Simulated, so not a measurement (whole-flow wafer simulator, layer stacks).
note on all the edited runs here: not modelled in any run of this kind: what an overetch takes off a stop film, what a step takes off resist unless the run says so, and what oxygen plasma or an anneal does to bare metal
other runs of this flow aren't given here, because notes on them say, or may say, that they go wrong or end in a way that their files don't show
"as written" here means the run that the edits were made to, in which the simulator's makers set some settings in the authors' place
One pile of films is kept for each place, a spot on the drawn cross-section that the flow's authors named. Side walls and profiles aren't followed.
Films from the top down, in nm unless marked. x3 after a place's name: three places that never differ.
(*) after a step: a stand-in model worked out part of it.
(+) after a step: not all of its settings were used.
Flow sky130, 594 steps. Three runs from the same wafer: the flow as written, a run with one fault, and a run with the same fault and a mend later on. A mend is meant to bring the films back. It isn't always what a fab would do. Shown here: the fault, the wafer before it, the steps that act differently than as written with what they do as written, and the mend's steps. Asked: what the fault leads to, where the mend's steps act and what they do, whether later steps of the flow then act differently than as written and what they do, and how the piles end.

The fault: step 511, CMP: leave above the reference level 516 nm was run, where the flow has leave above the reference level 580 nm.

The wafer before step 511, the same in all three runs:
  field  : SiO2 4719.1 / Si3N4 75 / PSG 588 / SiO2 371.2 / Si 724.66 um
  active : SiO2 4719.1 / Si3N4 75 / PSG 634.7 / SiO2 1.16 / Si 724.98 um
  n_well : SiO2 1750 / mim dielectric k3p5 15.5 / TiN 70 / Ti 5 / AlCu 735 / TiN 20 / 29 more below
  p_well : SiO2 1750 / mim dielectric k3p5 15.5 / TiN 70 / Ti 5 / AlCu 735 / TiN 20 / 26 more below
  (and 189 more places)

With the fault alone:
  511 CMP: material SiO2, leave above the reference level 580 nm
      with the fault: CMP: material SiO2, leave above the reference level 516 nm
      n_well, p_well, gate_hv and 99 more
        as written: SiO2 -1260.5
        with the fault: SiO2 -1324.5
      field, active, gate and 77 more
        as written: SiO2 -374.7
        with the fault: SiO2 -438.7
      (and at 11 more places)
  Later steps of the flow that act differently than as written (2 more steps differ only slightly, by at most 2% or 0.5 nm, whichever is larger, and aren't shown):
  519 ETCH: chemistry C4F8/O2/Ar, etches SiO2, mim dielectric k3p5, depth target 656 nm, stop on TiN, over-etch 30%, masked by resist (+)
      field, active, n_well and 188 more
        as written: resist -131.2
        with the fault: resist -114.8
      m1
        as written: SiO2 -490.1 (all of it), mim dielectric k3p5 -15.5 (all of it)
        with the fault: SiO2 -426.1 (all of it), mim dielectric k3p5 -15.5 (all of it)
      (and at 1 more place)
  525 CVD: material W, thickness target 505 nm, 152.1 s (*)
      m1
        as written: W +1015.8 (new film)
        with the fault: W +951.3 (new film)
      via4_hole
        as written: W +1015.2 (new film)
        with the fault: W +950.7 (new film)
  At the end the piles differ from the flow's by more than 2% or 0.5 nm, whichever is larger, at n_well, p_well, gate_hv and 115 more.
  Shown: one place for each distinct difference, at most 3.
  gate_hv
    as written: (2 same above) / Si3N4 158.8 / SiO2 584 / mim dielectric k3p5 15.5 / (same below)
    with the fault: (2 same above) / Si3N4 158.8 / SiO2 520 / mim dielectric k3p5 15.5 / (same below)
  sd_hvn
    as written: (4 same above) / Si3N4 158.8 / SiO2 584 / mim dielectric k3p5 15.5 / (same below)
    with the fault: (4 same above) / Si3N4 158.8 / SiO2 520 / mim dielectric k3p5 15.5 / (same below)
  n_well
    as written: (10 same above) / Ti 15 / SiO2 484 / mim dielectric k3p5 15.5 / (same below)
    with the fault: (10 same above) / Ti 15 / SiO2 420 / mim dielectric k3p5 15.5 / (same below)

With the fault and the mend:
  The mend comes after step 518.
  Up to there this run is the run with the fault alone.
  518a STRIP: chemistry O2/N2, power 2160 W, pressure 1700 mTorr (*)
      field, active, n_well and 188 more
        resist -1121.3 (all of it)
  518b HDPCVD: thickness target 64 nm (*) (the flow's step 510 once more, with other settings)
      field, active, n_well and 190 more
        SiO2 +64
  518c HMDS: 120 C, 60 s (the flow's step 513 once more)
      changes no film at any place that is followed
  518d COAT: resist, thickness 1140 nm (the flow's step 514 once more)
      field, active, n_well and 190 more
        resist +1140 (new film)
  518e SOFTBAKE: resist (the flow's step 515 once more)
      changes no film at any place that is followed
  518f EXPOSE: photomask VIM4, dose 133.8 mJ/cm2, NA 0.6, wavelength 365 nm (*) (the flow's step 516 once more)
      changes no film at any place that is followed
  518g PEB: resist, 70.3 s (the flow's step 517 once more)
      field, active, n_well and 190 more
        resist -18.7
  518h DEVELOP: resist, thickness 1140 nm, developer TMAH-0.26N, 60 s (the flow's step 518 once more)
      m1, via4_hole
        resist -1121.3 (all of it)
  No later step of the flow acts differently than as written at any place that is followed.
  At the end the piles are the same as the flow's at every place that both follow.
